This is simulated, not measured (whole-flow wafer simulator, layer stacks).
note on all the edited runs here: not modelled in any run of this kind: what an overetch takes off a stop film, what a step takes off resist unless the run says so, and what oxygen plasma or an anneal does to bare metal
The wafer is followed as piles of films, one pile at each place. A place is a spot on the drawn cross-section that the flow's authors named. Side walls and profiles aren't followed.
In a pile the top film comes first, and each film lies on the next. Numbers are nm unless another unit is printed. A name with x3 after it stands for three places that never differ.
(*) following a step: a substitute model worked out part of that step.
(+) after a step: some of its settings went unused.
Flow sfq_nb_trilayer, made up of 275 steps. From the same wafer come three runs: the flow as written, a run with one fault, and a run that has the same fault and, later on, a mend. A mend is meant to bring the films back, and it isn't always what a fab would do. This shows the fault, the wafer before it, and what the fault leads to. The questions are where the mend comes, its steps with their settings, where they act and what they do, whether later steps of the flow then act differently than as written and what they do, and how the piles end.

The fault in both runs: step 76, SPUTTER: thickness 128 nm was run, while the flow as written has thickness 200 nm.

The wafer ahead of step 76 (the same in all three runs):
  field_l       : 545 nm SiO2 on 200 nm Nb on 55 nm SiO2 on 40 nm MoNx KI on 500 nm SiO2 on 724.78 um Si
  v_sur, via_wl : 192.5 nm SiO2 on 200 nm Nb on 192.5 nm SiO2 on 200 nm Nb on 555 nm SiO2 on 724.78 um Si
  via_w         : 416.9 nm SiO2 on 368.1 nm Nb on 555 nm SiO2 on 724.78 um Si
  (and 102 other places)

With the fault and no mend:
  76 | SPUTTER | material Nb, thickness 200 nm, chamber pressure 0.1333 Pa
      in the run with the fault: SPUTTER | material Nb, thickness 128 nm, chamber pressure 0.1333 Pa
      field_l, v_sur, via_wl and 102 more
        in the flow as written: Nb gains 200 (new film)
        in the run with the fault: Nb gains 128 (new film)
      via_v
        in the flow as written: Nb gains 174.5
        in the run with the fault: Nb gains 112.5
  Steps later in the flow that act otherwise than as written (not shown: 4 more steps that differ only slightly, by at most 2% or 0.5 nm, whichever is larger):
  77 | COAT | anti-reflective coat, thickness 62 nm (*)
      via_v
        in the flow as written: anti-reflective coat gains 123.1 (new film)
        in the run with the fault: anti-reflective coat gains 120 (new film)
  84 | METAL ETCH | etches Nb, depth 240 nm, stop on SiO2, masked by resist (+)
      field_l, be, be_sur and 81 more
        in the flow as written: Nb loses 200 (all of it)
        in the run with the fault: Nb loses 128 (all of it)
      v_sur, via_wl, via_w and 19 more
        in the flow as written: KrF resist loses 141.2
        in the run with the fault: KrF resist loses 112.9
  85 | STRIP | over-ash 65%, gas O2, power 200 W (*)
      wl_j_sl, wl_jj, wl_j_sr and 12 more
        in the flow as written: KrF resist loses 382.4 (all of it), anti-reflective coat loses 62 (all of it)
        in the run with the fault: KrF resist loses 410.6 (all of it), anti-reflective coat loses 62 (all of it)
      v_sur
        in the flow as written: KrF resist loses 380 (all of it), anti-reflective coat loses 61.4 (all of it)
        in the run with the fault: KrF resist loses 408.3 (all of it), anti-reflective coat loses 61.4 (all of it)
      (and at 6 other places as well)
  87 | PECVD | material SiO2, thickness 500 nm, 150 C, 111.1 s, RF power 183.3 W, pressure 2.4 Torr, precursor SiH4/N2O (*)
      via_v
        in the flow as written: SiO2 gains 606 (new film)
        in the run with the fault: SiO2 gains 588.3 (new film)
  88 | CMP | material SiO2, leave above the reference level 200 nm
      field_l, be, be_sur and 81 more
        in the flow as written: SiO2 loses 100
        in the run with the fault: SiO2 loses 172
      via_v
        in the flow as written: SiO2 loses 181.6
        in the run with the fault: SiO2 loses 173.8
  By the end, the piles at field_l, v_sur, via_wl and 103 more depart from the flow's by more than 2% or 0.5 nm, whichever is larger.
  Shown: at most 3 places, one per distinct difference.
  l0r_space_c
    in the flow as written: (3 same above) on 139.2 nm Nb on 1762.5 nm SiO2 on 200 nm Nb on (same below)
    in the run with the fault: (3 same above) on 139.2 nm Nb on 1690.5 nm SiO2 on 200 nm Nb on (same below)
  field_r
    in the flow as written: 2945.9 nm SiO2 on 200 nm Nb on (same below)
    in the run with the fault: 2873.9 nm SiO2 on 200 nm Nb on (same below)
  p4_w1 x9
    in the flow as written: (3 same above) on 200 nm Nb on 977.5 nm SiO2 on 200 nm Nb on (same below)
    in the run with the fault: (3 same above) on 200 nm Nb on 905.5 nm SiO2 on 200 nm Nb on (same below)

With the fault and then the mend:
  The mend follows step 76.
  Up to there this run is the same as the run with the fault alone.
  76a | SPUTTER | material Nb, thickness 72 nm, chamber pressure 0.1333 Pa (the flow's step 76 again, with other settings)
      field_l, v_sur, via_wl and 102 more
        Nb gains 72
      via_v
        Nb gains 57.9
  Later steps of the flow that are run all act as written at every place that is followed, up to a difference of at most 2% or 0.5 nm, whichever is larger.
  The piles end only slightly different from the flow's at the places that both follow, by no more than 2% or 0.5 nm, whichever is larger.
